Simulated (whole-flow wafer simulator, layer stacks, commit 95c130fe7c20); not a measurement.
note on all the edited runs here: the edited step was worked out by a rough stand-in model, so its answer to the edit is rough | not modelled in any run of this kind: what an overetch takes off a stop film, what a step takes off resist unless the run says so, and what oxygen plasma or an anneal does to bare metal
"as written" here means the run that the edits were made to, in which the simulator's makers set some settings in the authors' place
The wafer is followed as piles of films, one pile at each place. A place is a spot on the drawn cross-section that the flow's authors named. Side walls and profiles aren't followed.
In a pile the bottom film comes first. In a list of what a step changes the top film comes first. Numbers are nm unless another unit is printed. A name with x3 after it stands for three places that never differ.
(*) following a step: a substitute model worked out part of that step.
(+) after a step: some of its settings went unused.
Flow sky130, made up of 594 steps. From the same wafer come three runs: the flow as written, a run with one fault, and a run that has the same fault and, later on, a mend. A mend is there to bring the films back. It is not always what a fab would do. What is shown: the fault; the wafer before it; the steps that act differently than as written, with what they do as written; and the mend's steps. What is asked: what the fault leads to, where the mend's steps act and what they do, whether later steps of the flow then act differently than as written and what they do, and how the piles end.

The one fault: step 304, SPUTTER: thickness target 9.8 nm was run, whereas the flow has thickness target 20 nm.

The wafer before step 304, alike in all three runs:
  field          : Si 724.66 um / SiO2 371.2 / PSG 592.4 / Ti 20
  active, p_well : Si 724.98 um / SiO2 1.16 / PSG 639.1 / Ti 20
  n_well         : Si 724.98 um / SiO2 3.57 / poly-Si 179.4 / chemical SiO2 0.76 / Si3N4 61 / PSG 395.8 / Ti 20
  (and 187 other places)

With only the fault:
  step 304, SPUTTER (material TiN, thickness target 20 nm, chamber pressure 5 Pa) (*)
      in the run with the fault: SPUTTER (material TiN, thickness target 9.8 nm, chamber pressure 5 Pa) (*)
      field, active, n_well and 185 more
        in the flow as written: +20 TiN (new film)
        in the run with the fault: +9.8 TiN (new film)
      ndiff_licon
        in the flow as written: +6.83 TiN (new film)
        in the run with the fault: +3.4 TiN (new film)
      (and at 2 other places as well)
  Steps later in the flow that act otherwise than as written (7 more steps, not shown, differ only slightly: by at most 2% or 0.5 nm, whichever is larger):
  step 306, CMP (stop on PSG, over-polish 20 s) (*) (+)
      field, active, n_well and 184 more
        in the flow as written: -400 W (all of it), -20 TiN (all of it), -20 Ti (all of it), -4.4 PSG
        in the run with the fault: -400 W (all of it), -9.8 TiN (all of it), -20 Ti (all of it), -4.4 PSG
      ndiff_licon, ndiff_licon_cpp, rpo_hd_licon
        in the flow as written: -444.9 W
        in the run with the fault: -434.7 W
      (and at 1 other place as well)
  The piles end different from the flow's at poly_licon, ndiff_licon, ndiff_licon_cpp, rpo_hd_licon by more than 2% or 0.5 nm, whichever is larger.
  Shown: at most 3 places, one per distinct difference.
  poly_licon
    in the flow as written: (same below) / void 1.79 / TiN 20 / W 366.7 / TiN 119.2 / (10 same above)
    in the run with the fault: (same below) / void 1.79 / TiN 9.8 / W 376.9 / TiN 119.2 / (10 same above)
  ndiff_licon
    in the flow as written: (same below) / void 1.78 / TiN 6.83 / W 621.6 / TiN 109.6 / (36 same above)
    in the run with the fault: (same below) / void 1.78 / TiN 3.4 / W 625.1 / TiN 109.6 / (36 same above)
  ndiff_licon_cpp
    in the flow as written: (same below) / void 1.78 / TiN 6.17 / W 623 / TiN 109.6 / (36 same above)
    in the run with the fault: (same below) / void 1.78 / TiN 3.07 / W 626.1 / TiN 109.6 / (36 same above)

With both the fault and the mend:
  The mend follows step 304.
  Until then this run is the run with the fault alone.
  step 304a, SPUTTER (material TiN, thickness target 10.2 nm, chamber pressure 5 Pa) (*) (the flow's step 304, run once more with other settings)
      field, active, n_well and 185 more
        +10.2 TiN
      ndiff_licon
        +3.43 TiN
      ndiff_licon_cpp
        +3.1 TiN
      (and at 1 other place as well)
  Later steps of the flow that are run all act as written at every place that is followed, up to a difference of at most 2% or 0.5 nm, whichever is larger.
  At the end the piles are close to the flow's at the places that both follow, differing by at most 2% or 0.5 nm, whichever is larger.
